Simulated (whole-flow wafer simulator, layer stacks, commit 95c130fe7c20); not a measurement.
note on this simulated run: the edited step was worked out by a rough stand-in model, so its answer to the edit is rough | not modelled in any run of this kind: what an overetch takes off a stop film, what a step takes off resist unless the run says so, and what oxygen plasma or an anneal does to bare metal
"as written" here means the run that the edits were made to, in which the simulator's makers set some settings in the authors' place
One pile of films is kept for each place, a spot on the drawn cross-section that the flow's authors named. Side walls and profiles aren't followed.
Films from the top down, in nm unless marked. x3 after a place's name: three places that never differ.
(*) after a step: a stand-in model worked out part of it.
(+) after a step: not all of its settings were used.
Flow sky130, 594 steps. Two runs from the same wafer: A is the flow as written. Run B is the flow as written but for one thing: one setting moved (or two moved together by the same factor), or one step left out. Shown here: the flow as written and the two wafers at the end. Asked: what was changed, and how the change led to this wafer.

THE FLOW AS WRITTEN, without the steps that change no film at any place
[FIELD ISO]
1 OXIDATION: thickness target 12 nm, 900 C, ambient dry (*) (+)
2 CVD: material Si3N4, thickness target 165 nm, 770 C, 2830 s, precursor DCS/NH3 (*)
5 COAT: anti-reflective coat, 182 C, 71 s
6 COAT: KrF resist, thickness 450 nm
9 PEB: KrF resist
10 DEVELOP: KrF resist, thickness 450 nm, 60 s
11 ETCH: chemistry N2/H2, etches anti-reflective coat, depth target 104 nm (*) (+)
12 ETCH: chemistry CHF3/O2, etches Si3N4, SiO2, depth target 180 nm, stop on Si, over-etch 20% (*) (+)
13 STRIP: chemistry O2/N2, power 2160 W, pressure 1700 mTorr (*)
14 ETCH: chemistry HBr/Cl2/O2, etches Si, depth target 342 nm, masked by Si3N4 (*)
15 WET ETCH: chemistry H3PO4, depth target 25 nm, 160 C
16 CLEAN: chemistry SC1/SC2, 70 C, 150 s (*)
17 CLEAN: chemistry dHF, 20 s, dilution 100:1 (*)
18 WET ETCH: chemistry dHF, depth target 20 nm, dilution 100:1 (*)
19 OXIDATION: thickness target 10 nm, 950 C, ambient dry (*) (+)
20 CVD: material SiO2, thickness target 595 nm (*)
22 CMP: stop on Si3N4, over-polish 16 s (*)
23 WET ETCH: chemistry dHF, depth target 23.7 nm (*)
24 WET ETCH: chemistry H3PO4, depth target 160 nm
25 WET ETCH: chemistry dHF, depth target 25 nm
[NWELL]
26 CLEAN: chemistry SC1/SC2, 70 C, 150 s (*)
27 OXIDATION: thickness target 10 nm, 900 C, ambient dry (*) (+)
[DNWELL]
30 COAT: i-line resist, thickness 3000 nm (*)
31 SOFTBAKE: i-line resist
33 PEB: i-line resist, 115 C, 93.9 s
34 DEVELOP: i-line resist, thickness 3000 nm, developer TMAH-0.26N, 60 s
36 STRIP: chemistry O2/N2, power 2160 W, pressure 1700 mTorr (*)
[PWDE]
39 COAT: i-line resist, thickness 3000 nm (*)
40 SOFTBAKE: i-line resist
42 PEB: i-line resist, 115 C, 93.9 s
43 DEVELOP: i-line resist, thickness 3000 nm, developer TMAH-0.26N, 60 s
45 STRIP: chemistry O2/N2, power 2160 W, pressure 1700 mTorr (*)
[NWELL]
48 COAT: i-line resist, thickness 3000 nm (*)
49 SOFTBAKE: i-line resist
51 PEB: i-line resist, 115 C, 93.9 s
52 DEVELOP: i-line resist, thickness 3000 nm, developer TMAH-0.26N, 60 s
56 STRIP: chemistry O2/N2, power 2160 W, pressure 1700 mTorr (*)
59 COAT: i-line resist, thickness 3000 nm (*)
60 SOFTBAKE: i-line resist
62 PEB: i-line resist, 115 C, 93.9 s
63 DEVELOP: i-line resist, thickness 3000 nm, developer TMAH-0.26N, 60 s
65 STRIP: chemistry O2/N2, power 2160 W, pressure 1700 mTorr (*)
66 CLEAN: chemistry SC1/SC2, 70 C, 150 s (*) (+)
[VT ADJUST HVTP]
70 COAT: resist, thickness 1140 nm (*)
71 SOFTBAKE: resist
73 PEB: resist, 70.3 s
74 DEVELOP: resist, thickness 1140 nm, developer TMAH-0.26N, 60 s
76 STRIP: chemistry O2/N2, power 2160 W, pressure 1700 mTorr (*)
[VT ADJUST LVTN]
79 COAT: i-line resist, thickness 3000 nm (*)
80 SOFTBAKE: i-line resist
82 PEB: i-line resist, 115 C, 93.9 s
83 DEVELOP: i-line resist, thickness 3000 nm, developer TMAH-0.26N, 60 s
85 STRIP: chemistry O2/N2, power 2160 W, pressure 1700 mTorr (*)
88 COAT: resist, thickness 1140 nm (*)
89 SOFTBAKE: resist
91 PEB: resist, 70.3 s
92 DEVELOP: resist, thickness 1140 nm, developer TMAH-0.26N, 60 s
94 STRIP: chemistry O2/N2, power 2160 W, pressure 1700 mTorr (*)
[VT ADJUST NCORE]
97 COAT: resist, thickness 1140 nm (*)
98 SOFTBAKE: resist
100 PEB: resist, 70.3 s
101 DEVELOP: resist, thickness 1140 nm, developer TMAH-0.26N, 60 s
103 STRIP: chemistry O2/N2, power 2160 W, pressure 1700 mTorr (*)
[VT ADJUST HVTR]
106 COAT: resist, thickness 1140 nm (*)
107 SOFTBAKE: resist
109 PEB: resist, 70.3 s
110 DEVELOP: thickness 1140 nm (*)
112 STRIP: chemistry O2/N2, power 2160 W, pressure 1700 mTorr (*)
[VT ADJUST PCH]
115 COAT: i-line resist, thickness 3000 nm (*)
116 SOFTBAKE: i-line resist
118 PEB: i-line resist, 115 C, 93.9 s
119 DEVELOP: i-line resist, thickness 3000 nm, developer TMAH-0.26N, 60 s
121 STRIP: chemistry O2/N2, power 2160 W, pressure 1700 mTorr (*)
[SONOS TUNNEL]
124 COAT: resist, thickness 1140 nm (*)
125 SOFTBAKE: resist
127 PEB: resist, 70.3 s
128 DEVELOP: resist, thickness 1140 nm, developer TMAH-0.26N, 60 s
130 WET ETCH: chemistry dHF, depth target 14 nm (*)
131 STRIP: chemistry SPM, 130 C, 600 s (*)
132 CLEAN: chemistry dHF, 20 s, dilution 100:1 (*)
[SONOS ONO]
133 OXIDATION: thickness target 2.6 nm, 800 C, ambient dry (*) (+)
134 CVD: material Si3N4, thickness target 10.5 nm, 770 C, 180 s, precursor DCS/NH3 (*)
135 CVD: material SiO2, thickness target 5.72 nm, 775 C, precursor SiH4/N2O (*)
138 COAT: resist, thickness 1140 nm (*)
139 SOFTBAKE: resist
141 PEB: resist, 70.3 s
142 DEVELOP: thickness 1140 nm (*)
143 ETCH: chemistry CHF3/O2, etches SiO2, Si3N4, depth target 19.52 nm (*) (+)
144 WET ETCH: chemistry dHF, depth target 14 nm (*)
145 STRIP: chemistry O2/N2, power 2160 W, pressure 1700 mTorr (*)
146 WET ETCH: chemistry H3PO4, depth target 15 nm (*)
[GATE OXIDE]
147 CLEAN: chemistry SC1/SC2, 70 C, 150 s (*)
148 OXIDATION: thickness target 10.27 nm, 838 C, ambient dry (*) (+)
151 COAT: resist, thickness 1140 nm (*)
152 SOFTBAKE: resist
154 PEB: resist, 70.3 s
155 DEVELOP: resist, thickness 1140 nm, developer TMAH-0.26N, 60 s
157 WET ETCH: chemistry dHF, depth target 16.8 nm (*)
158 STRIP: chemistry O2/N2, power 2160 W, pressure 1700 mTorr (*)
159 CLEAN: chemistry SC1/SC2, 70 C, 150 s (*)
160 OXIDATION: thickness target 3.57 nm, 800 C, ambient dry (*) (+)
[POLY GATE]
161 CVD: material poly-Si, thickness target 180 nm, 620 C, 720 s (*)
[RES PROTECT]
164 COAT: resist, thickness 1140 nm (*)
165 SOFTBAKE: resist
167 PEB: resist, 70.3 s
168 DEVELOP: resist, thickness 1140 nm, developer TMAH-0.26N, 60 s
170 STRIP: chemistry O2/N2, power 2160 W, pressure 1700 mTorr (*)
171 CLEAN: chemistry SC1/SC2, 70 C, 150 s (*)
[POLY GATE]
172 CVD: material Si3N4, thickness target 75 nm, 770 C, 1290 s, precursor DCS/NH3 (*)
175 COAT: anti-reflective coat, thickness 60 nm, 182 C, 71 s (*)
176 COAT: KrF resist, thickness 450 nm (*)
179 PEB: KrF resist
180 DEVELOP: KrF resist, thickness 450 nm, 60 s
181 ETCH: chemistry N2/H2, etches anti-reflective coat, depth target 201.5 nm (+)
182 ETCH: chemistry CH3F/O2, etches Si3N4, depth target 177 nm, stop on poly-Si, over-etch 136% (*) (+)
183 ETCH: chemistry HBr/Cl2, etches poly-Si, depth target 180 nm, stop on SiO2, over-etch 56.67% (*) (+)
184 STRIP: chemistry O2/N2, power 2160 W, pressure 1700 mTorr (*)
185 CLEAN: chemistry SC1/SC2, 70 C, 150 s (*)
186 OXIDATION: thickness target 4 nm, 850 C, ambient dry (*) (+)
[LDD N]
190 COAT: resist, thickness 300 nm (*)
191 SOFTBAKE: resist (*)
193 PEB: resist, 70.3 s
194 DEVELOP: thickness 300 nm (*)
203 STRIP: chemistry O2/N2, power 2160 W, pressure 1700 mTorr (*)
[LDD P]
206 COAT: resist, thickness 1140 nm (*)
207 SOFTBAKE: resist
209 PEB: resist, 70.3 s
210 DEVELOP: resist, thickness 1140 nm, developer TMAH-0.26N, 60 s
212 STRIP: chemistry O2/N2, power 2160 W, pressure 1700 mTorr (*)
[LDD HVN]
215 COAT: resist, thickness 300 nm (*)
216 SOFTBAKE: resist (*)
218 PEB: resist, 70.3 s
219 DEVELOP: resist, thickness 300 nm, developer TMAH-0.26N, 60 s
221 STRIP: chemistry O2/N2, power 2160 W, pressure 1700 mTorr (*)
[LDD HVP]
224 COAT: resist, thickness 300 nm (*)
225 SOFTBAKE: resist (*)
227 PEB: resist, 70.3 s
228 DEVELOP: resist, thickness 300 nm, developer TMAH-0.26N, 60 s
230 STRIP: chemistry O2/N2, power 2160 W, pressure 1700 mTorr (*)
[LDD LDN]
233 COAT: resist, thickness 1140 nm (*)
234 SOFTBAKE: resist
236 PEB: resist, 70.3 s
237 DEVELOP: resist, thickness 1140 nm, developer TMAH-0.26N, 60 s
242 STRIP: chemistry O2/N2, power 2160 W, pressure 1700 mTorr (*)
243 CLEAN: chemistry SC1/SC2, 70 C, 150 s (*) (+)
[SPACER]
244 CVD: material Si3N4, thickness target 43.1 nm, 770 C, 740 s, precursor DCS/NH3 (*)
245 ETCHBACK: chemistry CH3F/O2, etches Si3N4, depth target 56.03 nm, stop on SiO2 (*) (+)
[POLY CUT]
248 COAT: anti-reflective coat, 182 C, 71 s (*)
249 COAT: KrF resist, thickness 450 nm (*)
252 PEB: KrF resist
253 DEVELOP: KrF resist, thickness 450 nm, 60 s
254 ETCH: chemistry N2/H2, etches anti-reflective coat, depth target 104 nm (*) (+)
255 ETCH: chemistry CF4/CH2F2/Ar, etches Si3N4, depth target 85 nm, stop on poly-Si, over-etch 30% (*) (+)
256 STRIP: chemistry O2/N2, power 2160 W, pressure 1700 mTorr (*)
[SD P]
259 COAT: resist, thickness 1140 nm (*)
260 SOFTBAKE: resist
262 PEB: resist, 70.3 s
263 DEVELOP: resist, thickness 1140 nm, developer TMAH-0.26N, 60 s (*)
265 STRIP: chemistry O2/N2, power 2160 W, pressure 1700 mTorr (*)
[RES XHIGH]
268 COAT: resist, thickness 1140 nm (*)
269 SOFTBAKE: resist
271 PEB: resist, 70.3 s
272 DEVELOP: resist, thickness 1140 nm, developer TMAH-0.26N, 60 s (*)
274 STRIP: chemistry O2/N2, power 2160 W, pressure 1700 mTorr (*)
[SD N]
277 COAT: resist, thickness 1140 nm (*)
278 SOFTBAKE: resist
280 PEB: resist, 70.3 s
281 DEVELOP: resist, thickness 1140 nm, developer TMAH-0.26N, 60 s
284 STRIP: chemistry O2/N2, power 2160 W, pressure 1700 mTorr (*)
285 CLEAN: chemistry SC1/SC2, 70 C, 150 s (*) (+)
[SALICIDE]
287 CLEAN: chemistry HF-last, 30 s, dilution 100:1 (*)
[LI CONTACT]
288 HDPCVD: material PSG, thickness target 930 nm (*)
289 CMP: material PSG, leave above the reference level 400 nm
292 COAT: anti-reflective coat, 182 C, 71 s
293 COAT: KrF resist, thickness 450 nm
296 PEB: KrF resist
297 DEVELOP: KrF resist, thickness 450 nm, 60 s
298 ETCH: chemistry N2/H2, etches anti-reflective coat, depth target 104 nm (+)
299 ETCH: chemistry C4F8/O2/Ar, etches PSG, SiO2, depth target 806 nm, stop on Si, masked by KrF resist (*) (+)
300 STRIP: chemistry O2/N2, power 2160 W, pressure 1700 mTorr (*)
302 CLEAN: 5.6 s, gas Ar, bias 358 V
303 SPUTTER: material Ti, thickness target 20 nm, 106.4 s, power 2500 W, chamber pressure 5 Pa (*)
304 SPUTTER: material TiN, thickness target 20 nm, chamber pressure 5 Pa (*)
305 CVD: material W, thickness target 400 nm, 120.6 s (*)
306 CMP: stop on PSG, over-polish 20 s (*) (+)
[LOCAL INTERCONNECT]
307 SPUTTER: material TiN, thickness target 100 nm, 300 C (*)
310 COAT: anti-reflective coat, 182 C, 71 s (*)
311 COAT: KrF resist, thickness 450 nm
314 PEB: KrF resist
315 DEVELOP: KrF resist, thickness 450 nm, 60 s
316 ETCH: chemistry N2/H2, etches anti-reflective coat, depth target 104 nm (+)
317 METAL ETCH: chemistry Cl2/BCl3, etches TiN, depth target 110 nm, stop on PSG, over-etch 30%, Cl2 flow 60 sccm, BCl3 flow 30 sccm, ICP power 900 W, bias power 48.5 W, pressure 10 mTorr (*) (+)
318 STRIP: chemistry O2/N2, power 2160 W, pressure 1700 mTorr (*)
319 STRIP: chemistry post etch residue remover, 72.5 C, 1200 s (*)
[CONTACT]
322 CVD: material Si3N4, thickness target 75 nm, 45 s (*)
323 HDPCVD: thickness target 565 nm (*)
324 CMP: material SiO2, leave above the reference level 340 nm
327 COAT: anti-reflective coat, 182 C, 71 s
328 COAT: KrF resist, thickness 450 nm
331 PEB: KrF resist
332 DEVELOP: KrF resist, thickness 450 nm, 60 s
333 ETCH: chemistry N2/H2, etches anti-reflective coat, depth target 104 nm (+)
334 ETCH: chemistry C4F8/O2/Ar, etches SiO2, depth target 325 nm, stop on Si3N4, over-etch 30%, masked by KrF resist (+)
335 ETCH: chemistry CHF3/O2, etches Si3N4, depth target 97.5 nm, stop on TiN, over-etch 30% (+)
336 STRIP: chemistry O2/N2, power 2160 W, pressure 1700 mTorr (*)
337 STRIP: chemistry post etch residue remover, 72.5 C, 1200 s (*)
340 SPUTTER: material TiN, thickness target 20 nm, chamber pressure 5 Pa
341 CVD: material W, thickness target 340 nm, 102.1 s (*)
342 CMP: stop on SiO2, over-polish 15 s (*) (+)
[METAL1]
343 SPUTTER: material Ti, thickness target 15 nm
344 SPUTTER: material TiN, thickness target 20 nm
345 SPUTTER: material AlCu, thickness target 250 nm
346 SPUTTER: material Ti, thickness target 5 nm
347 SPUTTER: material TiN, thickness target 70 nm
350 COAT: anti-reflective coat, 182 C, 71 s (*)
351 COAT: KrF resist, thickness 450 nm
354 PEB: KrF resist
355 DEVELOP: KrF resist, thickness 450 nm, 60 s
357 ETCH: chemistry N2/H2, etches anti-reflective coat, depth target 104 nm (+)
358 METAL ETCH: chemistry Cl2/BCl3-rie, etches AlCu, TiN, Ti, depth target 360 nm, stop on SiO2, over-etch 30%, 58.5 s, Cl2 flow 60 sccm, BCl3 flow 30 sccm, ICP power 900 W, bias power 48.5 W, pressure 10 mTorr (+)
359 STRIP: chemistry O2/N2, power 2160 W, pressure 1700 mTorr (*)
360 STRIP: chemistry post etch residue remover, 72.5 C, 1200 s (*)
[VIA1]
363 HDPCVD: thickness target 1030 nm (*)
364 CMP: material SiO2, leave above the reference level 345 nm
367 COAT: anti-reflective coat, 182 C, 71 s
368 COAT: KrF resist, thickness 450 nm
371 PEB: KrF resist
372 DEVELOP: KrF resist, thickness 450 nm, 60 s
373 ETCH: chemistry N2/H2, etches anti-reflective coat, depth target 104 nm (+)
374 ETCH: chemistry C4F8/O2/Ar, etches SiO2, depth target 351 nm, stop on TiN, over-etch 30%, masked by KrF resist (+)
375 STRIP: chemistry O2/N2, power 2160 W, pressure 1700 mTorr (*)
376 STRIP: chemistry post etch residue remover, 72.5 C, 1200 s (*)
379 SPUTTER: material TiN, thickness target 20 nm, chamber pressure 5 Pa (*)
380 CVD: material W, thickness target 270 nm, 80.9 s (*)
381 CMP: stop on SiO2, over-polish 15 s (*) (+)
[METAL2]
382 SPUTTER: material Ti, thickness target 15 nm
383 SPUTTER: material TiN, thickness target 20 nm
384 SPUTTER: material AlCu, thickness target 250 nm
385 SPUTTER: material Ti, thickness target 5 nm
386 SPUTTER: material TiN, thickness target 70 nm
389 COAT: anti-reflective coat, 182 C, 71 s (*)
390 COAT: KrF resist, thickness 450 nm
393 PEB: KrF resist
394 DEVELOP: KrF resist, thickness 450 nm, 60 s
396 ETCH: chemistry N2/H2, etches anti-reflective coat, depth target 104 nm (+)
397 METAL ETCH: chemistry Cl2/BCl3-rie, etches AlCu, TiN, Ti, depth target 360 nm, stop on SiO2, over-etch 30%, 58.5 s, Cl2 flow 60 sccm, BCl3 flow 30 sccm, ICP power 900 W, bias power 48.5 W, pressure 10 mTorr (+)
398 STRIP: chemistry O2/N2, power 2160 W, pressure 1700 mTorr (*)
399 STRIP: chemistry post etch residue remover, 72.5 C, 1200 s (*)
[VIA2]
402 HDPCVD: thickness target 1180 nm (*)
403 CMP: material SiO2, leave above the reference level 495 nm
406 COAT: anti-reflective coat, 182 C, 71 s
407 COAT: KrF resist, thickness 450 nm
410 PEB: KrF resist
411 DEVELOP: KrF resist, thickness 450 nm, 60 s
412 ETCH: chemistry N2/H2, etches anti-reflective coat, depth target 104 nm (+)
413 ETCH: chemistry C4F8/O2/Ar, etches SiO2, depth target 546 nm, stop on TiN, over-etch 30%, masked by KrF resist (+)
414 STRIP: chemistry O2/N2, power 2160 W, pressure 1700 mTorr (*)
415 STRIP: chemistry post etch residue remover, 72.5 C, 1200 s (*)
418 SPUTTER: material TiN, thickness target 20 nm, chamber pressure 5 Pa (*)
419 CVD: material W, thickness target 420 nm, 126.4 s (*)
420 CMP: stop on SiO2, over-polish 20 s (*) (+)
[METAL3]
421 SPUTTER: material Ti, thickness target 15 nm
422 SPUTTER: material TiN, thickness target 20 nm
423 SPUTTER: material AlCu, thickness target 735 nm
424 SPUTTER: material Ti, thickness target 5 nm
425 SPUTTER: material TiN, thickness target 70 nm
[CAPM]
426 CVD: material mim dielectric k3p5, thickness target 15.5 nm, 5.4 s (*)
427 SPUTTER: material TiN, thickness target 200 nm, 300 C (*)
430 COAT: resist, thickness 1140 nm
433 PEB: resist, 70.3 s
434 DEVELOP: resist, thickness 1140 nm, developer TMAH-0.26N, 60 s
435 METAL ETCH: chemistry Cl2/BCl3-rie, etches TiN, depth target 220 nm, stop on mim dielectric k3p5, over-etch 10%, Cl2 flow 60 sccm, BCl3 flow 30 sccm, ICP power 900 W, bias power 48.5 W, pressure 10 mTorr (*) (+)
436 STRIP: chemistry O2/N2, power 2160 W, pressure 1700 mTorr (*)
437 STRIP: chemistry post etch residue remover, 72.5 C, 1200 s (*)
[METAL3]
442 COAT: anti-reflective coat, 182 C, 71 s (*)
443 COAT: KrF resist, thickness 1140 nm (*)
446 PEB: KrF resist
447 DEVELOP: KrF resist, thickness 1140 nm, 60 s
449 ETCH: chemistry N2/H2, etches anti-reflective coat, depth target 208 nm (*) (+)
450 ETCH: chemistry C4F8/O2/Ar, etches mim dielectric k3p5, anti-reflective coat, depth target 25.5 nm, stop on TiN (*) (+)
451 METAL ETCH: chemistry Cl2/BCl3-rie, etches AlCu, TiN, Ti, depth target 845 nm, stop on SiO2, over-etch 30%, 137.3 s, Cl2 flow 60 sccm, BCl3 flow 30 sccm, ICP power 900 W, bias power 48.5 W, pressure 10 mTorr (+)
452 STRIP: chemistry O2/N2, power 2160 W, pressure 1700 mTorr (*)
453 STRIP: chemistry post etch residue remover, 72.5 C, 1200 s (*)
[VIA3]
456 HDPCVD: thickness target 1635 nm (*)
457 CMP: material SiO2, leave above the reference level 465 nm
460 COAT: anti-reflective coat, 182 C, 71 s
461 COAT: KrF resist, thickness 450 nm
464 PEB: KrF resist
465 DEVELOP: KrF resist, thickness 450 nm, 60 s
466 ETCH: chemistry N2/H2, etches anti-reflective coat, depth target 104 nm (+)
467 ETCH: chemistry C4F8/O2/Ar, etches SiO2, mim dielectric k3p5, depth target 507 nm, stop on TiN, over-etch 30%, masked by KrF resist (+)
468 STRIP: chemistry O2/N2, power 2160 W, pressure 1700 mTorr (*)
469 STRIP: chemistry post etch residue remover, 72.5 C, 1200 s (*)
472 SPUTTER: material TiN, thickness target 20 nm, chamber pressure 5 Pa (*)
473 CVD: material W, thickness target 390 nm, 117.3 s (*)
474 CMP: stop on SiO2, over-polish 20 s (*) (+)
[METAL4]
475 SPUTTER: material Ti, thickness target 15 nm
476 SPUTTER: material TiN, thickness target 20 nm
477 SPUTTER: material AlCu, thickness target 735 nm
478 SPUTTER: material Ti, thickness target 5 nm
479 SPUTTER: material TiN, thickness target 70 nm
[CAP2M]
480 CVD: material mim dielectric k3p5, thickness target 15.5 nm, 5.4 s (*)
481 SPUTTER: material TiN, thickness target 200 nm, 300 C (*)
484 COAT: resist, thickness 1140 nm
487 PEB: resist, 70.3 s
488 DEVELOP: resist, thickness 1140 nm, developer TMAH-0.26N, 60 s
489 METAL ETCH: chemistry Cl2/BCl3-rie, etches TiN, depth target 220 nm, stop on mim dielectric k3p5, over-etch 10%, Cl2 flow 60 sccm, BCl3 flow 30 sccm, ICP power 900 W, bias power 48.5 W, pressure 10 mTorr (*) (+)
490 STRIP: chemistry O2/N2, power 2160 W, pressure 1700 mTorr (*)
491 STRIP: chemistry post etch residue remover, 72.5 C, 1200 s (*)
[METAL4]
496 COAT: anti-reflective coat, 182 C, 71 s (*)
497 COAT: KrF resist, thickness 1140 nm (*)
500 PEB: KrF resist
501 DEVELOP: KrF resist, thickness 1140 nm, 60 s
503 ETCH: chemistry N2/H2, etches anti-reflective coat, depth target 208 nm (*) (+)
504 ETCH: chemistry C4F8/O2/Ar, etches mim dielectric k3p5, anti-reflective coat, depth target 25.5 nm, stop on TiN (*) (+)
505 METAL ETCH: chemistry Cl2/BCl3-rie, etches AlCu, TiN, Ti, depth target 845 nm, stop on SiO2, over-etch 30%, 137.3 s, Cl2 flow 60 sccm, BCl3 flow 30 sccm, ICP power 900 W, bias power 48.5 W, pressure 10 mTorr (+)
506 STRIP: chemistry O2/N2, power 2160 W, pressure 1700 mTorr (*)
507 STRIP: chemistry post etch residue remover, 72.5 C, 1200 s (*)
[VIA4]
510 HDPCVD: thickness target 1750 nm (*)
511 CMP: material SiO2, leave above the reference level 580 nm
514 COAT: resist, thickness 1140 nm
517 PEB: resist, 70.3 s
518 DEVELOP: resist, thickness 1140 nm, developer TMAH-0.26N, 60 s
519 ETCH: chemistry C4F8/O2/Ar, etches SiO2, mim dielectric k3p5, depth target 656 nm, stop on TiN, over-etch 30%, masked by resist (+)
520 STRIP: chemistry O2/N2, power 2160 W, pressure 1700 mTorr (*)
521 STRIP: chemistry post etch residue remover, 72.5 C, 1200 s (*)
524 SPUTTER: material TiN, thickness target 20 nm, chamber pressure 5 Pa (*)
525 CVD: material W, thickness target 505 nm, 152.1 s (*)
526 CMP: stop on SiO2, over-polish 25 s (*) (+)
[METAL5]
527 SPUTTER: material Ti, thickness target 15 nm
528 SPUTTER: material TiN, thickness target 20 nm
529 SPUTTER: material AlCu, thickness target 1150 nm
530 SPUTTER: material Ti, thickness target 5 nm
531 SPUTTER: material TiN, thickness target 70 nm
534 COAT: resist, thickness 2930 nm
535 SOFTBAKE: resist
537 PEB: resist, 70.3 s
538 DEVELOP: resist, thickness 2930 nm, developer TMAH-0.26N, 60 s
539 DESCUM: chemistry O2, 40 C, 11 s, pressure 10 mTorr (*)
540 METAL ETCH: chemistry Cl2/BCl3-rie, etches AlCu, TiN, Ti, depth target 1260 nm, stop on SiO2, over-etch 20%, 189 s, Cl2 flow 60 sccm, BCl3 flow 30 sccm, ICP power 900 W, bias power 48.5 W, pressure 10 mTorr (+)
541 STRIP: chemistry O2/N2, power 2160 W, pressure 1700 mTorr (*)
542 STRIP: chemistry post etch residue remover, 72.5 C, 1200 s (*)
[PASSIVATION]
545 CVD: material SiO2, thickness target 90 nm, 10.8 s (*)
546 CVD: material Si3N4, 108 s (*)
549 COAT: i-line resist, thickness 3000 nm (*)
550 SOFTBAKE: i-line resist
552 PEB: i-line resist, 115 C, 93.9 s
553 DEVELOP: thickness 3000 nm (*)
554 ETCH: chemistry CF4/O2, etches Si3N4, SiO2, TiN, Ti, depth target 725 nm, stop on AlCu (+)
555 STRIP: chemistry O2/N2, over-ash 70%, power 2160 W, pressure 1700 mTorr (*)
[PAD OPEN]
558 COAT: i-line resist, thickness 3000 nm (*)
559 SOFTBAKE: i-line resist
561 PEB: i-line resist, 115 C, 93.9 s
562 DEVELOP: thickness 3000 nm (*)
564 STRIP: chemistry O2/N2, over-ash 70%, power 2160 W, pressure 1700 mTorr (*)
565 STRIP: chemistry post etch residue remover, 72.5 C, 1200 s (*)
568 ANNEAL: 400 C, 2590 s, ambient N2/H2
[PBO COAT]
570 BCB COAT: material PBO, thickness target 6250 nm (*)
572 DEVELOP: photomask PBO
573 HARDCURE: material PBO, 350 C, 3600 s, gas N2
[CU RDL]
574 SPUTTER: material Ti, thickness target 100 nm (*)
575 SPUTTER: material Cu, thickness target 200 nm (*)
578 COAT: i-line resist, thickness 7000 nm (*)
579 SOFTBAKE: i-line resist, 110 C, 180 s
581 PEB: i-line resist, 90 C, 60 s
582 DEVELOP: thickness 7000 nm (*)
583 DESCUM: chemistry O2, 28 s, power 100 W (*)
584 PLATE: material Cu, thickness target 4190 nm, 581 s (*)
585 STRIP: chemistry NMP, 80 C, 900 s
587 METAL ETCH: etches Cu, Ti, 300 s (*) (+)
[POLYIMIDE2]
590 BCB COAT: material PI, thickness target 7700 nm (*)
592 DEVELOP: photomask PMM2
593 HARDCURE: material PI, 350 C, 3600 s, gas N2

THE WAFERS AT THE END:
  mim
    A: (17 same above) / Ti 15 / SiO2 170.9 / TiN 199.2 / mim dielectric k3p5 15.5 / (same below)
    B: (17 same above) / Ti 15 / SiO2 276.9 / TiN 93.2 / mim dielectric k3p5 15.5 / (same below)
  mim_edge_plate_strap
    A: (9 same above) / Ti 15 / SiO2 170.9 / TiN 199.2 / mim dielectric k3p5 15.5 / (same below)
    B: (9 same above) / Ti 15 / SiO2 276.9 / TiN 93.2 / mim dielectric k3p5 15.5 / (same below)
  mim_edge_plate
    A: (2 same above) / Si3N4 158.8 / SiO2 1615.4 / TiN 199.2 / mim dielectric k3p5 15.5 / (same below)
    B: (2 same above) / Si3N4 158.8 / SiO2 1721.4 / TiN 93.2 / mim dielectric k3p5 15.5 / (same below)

The cause: step 427, SPUTTER: thickness target 94 nm was run, where the flow has thickness target 200 nm.

How the change led to this, step by step:
  427 SPUTTER: material TiN, thickness target 200 nm, 300 C (*)
      field, active, n_well and 188 more: A TiN +200 (new film) | B TiN +94 (new film)
  435 METAL ETCH: chemistry Cl2/BCl3-rie, etches TiN, depth target 220 nm, stop on mim dielectric k3p5, over-etch 10%, Cl2 flow 60 sccm, BCl3 flow 30 sccm, ICP power 900 W, bias power 48.5 W, pressure 10 mTorr (*) (+)
      field, active, n_well and 185 more: A TiN -200 (all of it) | B TiN -94 (all of it)
      mim, mim_edge_plate_strap, mim_edge_plate: A resist -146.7 | B resist -68.9
  436 STRIP: chemistry O2/N2, power 2160 W, pressure 1700 mTorr (*)
      mim, mim_edge_plate_strap, mim_edge_plate: A resist -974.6 (all of it) | B resist -1052.3 (all of it)
  442 COAT: anti-reflective coat, 182 C, 71 s (*)
      rpm_encl, rpm_encl_psd, rpm_encl_urpm: A anti-reflective coat +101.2 (new film) | B anti-reflective coat +98.4 (new film)
      poly_licon, rpo_hd_licon: A anti-reflective coat +57.6 (new film) | B anti-reflective coat +81.9 (new film)
      (and at 9 more places)
  443 COAT: KrF resist, thickness 1140 nm (*)
      mim_edge_plate_strap, mim_edge_plate: A KrF resist +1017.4 (new film) | B KrF resist +1123.4 (new film)
      poly_licon, rpo_hd_licon: A KrF resist +1171.3 (new film) | B KrF resist +1143.7 (new film)
      (and at 3 more places)
  447 DEVELOP: KrF resist, thickness 1140 nm, 60 s
      poly_licon, rpo_hd_licon: A KrF resist -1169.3 (all of it) | B KrF resist -1141.8 (all of it)
      rxpo_ln: A KrF resist -1165.6 (all of it) | B KrF resist -1137 (all of it)
  449 ETCH: chemistry N2/H2, etches anti-reflective coat, depth target 208 nm (*) (+)
      rpm_encl, rpm_encl_psd, rpm_encl_urpm: A anti-reflective coat -101.2 (all of it) | B anti-reflective coat -98.4 (all of it)
      poly_licon, rpo_hd_licon: A anti-reflective coat -57.6 (all of it) | B anti-reflective coat -81.9 (all of it)
      (and at 3 more places)
  452 STRIP: chemistry O2/N2, power 2160 W, pressure 1700 mTorr (*)
      mim_edge_plate_strap, mim_edge_plate: A KrF resist -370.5 (all of it), anti-reflective coat -3 (all of it) | B KrF resist -476.3 (all of it), anti-reflective coat -3 (all of it)
      mim: A KrF resist -378.7 (all of it), anti-reflective coat -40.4 (all of it) | B KrF resist -461.6 (all of it), anti-reflective coat -33.3 (all of it)
      (and at 5 more places)
  457 CMP: material SiO2, leave above the reference level 465 nm
      mim, mim_edge_plate_strap, mim_edge_plate: A SiO2 -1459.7 | B SiO2 -1353.7
